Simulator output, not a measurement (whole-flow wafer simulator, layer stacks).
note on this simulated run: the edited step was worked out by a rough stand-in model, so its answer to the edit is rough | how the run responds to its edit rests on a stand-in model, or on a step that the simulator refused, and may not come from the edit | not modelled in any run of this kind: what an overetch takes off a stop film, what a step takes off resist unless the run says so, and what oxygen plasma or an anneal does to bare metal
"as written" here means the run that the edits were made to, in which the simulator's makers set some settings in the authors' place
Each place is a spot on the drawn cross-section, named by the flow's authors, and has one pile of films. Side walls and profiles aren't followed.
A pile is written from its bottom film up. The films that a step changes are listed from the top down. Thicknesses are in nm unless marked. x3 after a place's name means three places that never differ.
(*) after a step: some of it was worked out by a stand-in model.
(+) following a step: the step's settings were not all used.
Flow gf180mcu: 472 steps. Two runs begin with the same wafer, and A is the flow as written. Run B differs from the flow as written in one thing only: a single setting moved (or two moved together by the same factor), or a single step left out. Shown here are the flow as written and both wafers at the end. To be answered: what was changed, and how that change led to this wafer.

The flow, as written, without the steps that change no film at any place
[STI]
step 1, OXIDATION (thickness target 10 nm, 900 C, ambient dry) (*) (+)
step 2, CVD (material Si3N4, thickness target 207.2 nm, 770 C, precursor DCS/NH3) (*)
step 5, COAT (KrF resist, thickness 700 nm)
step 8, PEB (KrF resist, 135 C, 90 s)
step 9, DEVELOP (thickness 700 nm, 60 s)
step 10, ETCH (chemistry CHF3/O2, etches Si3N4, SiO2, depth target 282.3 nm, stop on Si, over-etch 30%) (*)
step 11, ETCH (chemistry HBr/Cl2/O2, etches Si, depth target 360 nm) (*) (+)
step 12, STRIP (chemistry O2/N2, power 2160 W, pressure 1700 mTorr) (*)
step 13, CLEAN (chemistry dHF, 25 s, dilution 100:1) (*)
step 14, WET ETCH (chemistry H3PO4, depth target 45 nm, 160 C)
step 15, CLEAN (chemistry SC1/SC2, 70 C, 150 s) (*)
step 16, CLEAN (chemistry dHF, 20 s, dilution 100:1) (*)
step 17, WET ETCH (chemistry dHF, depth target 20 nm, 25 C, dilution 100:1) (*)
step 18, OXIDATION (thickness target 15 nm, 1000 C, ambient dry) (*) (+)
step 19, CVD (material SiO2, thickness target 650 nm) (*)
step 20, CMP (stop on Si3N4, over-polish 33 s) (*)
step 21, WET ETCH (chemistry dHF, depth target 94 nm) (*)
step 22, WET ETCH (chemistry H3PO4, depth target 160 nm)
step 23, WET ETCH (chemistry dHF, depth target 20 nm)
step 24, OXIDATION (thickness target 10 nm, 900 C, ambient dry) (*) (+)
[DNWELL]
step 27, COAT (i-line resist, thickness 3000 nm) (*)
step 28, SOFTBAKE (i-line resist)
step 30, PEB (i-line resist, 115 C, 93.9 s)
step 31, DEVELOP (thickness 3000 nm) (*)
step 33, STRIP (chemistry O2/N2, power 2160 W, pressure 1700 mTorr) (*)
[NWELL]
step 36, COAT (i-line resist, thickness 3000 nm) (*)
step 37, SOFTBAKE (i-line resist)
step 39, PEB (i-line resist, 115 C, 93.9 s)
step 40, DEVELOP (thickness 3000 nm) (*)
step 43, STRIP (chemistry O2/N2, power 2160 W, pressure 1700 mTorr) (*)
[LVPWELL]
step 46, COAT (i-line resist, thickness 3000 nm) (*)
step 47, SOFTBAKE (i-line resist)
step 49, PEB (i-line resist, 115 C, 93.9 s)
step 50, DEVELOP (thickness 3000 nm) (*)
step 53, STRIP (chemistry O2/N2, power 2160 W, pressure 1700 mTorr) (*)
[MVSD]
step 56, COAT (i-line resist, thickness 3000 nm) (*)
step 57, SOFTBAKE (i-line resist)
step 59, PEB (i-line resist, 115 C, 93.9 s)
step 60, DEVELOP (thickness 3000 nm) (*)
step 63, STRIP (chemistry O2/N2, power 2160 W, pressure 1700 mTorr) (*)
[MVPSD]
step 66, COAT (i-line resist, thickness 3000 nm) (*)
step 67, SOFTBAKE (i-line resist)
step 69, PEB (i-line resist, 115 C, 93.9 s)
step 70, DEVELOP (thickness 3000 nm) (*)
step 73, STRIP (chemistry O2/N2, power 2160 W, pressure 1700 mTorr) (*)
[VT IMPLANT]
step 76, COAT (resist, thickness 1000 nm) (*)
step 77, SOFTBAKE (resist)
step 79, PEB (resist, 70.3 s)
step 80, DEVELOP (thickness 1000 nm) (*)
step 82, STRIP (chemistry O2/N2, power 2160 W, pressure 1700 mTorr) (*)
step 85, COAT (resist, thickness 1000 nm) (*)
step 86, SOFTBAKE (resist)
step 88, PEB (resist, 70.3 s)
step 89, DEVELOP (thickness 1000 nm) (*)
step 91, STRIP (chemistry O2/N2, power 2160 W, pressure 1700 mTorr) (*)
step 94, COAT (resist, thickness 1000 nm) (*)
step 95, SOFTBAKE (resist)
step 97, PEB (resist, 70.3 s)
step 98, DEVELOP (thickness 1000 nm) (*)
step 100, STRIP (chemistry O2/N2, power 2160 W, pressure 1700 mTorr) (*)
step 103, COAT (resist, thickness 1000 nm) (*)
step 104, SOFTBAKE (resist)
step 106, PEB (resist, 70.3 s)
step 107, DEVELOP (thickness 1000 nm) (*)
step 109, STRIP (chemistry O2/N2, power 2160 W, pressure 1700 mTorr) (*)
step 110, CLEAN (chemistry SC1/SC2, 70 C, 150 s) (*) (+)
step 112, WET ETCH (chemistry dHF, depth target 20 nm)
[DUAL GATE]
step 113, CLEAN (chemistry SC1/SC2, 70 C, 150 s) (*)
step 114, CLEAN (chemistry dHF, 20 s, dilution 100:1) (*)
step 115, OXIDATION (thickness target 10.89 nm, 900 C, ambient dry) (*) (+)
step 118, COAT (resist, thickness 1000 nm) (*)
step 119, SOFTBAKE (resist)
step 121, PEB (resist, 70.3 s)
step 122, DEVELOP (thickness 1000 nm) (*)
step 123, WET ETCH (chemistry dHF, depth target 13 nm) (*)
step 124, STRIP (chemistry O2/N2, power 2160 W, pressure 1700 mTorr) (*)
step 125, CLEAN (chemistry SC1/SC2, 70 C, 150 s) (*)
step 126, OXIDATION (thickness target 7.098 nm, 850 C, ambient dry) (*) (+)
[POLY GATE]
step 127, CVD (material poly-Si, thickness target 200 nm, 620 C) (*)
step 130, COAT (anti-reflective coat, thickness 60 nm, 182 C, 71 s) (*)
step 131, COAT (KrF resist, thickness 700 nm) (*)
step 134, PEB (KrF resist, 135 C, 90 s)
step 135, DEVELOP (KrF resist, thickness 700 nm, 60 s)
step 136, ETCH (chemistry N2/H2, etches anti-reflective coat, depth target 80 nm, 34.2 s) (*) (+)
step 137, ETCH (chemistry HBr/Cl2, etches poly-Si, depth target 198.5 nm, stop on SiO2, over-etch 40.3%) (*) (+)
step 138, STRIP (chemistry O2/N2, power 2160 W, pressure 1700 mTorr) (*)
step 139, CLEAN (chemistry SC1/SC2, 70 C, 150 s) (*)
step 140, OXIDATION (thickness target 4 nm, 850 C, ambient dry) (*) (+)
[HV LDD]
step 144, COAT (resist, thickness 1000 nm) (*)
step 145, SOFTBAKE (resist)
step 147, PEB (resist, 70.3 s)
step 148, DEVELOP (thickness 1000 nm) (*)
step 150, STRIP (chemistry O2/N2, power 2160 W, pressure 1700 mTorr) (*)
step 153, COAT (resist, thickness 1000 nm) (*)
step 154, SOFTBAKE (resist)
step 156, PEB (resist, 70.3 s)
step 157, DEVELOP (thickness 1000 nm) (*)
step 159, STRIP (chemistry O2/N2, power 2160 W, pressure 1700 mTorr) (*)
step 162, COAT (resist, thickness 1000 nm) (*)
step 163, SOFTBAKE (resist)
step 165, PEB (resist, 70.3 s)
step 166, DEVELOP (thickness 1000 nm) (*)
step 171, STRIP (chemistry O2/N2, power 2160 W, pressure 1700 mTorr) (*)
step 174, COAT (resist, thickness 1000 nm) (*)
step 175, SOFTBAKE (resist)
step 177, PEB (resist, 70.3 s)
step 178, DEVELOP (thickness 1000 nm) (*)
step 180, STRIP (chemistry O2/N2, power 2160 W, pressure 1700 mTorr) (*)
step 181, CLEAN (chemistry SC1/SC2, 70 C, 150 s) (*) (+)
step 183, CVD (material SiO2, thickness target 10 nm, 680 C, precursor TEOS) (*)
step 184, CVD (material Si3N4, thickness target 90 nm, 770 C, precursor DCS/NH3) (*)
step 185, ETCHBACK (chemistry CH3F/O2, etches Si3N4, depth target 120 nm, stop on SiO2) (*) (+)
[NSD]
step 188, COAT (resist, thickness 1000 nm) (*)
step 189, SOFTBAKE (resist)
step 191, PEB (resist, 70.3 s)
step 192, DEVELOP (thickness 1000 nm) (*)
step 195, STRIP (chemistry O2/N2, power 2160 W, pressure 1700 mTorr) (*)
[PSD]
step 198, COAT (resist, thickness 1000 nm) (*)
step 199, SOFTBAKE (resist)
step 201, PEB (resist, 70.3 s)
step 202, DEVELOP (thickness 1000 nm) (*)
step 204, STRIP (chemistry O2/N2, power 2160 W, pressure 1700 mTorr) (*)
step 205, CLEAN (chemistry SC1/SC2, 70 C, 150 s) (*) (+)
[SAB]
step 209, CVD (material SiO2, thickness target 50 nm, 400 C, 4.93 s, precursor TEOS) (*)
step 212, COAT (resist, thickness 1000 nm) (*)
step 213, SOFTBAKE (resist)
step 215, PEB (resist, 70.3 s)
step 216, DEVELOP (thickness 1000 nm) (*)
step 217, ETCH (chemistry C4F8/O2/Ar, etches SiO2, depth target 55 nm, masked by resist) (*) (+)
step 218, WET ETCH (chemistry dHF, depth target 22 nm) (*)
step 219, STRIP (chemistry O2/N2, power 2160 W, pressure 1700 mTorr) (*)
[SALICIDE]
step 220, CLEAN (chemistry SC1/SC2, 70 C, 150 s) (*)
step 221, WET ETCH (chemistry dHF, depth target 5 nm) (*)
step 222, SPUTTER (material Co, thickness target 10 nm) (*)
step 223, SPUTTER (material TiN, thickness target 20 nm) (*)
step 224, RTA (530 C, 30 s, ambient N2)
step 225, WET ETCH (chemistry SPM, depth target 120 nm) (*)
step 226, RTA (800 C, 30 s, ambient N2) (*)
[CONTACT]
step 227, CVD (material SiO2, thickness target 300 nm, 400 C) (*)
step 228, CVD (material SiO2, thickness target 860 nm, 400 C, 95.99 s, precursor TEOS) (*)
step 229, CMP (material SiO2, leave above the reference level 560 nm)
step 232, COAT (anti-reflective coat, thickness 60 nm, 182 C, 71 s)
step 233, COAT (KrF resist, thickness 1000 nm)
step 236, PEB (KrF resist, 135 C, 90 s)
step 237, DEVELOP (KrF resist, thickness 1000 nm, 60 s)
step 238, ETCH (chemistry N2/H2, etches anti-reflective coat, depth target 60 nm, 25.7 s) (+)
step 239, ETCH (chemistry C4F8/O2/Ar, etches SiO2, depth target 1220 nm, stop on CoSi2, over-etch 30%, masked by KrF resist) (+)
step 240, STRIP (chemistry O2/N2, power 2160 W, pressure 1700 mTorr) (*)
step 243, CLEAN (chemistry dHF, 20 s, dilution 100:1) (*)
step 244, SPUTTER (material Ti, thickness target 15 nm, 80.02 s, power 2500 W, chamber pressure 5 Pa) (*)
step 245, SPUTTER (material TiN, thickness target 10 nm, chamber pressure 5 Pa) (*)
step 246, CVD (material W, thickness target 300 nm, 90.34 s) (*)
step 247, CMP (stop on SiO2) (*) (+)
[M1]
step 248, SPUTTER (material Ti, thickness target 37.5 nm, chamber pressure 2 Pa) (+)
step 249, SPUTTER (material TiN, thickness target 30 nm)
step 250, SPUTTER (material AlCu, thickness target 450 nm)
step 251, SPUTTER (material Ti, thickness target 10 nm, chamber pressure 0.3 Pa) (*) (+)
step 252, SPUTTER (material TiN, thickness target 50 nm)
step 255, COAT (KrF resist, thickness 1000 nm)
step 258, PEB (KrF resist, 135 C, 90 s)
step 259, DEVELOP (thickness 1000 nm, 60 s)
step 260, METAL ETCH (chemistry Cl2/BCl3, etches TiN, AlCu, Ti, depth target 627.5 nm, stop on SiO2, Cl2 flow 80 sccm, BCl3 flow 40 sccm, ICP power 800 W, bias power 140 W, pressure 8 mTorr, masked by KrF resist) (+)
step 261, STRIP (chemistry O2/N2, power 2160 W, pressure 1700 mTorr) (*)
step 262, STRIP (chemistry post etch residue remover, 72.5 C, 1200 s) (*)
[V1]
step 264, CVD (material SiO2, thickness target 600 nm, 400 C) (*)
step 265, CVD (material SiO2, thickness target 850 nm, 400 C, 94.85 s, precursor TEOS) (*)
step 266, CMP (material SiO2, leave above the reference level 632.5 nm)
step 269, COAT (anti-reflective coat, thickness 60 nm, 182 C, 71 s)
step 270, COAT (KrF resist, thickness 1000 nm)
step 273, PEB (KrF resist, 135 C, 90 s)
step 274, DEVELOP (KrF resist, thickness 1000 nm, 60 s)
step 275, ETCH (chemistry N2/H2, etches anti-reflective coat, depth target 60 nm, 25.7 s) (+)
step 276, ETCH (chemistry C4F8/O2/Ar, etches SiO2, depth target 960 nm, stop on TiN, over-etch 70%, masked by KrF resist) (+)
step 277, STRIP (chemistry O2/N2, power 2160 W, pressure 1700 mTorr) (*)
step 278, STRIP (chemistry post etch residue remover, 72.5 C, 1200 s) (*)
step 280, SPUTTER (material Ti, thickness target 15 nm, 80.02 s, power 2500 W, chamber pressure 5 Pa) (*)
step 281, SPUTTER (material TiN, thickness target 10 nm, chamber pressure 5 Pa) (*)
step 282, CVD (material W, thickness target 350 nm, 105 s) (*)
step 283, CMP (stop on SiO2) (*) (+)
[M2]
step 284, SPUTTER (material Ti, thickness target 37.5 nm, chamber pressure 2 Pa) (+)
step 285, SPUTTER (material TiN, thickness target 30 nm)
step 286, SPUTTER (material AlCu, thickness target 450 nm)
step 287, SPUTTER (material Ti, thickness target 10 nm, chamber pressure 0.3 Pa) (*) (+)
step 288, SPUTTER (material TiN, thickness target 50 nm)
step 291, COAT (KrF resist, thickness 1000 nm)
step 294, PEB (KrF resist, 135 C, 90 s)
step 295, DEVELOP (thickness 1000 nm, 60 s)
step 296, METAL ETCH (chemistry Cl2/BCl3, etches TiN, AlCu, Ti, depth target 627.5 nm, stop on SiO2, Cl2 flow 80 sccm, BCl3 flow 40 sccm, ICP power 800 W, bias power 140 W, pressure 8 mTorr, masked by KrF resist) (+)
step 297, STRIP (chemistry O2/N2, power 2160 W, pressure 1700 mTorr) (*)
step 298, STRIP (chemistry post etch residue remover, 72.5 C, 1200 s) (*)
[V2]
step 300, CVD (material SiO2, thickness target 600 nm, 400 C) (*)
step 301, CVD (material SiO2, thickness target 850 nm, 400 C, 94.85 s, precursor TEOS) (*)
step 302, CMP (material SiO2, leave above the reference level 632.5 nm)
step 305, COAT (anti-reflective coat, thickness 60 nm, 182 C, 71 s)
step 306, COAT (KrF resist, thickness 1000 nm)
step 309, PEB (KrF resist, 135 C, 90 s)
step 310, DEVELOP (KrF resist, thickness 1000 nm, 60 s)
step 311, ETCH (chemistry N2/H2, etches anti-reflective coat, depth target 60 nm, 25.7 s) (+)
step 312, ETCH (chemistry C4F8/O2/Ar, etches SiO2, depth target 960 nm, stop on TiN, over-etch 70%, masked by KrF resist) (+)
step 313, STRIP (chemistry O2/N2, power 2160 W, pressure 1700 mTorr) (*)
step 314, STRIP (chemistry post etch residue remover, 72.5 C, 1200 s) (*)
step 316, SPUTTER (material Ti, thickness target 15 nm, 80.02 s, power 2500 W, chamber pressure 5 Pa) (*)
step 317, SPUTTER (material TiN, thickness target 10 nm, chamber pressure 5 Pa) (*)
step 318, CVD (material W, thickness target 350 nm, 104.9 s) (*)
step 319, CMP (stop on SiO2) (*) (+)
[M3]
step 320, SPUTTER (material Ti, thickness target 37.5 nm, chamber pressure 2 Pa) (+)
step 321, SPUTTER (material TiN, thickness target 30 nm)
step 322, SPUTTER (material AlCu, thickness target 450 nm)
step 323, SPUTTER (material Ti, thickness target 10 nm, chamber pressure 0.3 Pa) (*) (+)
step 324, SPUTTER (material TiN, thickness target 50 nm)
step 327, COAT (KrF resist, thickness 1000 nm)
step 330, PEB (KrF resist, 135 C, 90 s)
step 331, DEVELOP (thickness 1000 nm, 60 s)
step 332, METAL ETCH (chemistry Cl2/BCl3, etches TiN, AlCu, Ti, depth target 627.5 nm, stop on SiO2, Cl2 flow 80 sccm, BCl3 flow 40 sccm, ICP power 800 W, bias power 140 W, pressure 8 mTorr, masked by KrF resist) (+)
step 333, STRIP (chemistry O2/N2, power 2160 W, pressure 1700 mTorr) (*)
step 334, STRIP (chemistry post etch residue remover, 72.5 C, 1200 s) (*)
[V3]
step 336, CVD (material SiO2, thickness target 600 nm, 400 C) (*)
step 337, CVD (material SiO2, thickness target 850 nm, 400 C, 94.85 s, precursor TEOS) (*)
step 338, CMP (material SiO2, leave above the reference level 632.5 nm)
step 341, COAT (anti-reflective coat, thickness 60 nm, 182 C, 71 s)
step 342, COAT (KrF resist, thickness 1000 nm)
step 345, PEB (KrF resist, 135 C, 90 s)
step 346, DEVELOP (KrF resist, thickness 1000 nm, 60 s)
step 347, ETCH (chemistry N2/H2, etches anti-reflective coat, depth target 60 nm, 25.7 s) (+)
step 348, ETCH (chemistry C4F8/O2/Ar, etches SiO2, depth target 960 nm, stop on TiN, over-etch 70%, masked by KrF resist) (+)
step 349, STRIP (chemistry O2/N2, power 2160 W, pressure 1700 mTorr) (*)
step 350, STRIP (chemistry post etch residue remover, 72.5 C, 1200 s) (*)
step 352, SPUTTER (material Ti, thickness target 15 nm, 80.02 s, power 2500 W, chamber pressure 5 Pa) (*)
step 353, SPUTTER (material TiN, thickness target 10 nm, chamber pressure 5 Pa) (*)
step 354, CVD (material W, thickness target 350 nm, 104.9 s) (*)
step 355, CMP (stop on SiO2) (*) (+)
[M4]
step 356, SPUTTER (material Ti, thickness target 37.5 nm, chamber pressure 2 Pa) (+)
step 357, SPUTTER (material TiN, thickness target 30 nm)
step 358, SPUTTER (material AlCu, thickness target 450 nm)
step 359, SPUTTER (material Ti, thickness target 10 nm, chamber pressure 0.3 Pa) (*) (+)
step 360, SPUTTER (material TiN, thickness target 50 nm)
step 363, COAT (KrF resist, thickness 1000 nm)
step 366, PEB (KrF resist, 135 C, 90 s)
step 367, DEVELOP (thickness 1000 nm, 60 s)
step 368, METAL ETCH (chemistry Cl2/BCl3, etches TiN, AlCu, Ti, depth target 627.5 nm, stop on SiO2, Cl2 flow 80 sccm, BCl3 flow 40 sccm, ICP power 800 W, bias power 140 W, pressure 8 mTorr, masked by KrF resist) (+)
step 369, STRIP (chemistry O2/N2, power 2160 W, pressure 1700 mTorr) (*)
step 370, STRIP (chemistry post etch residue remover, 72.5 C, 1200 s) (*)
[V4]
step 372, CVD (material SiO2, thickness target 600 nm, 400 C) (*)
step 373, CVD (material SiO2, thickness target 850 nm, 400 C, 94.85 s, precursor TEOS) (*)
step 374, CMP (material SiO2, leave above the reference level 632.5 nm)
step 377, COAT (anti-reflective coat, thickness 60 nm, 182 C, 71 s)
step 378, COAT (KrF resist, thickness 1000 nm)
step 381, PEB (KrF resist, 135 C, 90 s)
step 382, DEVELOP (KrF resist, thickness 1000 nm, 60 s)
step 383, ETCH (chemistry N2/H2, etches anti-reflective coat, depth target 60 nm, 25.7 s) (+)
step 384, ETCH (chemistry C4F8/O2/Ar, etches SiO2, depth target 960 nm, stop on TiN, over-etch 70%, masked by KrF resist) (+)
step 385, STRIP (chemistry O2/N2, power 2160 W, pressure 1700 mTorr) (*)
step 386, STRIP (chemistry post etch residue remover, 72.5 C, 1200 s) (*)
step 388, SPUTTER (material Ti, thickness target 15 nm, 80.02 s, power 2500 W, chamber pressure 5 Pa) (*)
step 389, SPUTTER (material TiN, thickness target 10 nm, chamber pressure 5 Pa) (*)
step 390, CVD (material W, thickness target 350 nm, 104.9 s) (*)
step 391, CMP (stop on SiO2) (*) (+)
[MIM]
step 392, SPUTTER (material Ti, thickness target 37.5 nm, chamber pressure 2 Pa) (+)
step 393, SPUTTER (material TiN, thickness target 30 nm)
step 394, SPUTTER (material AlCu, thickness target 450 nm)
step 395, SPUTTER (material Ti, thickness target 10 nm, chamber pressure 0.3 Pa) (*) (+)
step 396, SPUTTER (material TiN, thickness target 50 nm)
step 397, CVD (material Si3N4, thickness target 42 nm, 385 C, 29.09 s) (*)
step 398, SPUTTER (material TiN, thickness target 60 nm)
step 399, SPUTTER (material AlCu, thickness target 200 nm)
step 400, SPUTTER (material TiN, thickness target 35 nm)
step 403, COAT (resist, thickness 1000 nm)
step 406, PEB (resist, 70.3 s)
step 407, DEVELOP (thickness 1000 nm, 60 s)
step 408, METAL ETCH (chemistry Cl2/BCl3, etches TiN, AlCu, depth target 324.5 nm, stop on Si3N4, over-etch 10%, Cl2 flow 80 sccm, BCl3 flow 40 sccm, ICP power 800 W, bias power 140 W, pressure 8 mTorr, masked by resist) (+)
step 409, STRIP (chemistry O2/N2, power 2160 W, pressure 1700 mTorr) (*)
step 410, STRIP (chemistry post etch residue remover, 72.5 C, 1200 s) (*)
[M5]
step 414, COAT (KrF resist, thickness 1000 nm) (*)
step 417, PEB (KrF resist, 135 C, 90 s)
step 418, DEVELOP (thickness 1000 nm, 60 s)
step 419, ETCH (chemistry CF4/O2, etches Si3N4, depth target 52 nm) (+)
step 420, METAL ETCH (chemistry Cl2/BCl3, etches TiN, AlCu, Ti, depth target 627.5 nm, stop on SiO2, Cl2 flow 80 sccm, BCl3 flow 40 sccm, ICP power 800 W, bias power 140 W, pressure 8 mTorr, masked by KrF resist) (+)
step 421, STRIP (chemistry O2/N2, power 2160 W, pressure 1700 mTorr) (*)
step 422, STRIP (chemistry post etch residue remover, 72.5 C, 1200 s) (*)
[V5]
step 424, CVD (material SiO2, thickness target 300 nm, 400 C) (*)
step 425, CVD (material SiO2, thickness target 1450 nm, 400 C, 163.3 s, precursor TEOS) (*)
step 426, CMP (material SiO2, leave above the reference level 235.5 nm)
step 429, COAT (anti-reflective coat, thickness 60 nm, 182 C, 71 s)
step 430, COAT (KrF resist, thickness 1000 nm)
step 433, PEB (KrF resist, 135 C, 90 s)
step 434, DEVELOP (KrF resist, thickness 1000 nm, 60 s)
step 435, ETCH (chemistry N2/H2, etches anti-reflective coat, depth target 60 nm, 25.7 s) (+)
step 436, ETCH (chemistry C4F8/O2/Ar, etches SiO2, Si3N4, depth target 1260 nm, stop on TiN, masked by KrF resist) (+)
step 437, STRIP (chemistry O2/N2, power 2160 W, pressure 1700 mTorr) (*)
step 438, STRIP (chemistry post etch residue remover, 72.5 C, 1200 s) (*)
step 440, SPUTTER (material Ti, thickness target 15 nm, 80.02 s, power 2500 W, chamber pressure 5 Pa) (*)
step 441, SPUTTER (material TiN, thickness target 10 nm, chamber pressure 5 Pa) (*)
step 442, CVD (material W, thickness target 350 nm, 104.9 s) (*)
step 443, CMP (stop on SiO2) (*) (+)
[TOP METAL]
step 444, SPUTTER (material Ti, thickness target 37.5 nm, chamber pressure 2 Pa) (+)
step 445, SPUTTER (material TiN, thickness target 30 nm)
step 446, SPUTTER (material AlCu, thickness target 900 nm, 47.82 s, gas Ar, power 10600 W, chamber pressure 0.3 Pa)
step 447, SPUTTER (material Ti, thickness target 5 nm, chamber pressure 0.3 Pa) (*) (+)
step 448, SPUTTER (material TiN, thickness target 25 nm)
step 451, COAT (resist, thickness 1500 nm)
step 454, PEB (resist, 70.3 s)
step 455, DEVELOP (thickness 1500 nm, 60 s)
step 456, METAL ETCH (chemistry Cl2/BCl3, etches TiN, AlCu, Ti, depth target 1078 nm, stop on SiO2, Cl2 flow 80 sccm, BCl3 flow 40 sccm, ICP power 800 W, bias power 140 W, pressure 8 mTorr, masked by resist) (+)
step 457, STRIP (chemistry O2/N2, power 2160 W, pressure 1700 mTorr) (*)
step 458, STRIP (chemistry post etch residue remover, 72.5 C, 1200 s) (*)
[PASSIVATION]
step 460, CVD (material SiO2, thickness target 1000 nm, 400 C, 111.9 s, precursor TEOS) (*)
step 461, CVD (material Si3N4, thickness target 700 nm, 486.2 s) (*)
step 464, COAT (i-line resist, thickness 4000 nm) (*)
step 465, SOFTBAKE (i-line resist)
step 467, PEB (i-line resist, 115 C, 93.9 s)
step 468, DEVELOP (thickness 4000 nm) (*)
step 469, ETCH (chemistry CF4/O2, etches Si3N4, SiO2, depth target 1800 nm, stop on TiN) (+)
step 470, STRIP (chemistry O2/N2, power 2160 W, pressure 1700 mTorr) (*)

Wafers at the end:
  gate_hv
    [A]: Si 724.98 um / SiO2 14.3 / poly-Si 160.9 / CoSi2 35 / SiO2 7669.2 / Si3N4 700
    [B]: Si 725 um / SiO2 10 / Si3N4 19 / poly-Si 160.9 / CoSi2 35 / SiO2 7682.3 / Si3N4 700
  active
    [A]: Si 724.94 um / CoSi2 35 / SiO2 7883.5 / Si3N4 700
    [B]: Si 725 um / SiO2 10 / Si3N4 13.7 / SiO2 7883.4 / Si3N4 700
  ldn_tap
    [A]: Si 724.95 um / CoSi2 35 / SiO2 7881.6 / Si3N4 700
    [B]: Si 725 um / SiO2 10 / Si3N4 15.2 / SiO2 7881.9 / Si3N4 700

Cause: step 2, CVD: thickness target 240.3 nm was run, though the flow has thickness target 207.2 nm.

How this came from the change, step by step:
  step 2, CVD (material Si3N4, thickness target 207.2 nm, 770 C, precursor DCS/NH3) (*)
      field, field_sub, active and 77 more: A Si3N4 gains 207.2 (new film) | B Si3N4 gains 240.3 (new film)
  step 10, ETCH (chemistry CHF3/O2, etches Si3N4, SiO2, depth target 282.3 nm, stop on Si, over-etch 30%) (*)
      field, field_sub, sti and 34 more: A Si3N4 loses 207.2 (all of it), SiO2 loses 10 (all of it), Si loses 13 | B Si3N4 loses 240.3 (all of it), SiO2 loses 10 (all of it), Si loses 6.4
  step 19, CVD (material SiO2, thickness target 650 nm) (*)
      m1, ld_fp_n, ld_drift_n and 8 more: A SiO2 gains 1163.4 | B SiO2 gains 1196.5
  step 20, CMP (stop on Si3N4, over-polish 33 s) (*)
      sti, mim_1p0, pad and 11 more: A SiO2 loses 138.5 | B SiO2 loses 105.3
      nw_enc_fld, nw_enc_fld_lv: A SiO2 loses 142.5 | B SiO2 loses 109.3
      (as well as at 10 more places)
  step 22, WET ETCH (chemistry H3PO4, depth target 160 nm)
      active, n_well, p_well and 40 more: A Si3N4 loses 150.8 (all of it), SiO2 loses 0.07 | B Si3N4 loses 160.1
  step 23, WET ETCH (chemistry dHF, depth target 20 nm)
      active, n_well, p_well and 40 more: A SiO2 loses 9.93 (all of it) | B Si3N4 loses 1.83
  step 24, OXIDATION (thickness target 10 nm, 900 C, ambient dry) (*) (+)
      active, n_well, p_well and 40 more: A SiO2 gains 10 (new film), Si loses 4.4 | B nothing
  step 28, SOFTBAKE (i-line resist)
      ldn_fp, ldn_drn: A i-line resist gains 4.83 | B i-line resist gains 5.63
      active_nat: A i-line resist gains 2.84 | B i-line resist gains 3.39
      (as well as at 18 more places)
  step 37, SOFTBAKE (i-line resist)
      ldn_fp, ldn_drn: A i-line resist gains 4.83 | B i-line resist gains 5.63
      active_nat: A i-line resist gains 2.84 | B i-line resist gains 3.39
      (as well as at 18 more places)
  step 47, SOFTBAKE (i-line resist)
      ldn_fp, ldn_drn: A i-line resist gains 4.83 | B i-line resist gains 5.63
      active_nat: A i-line resist gains 2.84 | B i-line resist gains 3.39
      (as well as at 18 more places)
  step 57, SOFTBAKE (i-line resist)
      ldn_fp, ldn_drn: A i-line resist gains 4.83 | B i-line resist gains 5.63
      active_nat: A i-line resist gains 2.84 | B i-line resist gains 3.39
      (as well as at 18 more places)
  step 67, SOFTBAKE (i-line resist)
      ldn_fp, ldn_drn: A i-line resist gains 4.83 | B i-line resist gains 5.63
      active_nat: A i-line resist gains 2.84 | B i-line resist gains 3.39
      (as well as at 18 more places)
  step 112, WET ETCH (chemistry dHF, depth target 20 nm)
      active, n_well, p_well and 40 more: A SiO2 loses 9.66 (all of it) | B Si3N4 loses 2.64
  step 113, CLEAN (chemistry SC1/SC2, 70 C, 150 s) (*)
      active, n_well, p_well and 40 more: A chemical SiO2 gains 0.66 (new film), Si loses 1.83 | B Si3N4 loses 0.07
  step 114, CLEAN (chemistry dHF, 20 s, dilution 100:1) (*)
      active, n_well, p_well and 40 more: A chemical SiO2 loses 0.66 (all of it) | B Si3N4 loses 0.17
  step 115, OXIDATION (thickness target 10.89 nm, 900 C, ambient dry) (*) (+)
      active, n_well, p_well and 40 more: A SiO2 gains 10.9 (new film), Si loses 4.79 | B nothing
  ... 27 other steps ...
  step 471, ANNEAL (400 C, 1800 s, ambient N2/H2)
      contact: A nothing | B under 49 films: void gains 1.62 (new film), Ti loses 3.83, TiSi first gains 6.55 (new film), Si loses 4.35
Taking metal films that touch as one body, active has 0 bodies; the flow as written gives 1 body.
Taking metal films that touch as one body, ldn_tap has 0 bodies; the flow as written gives 1 body.
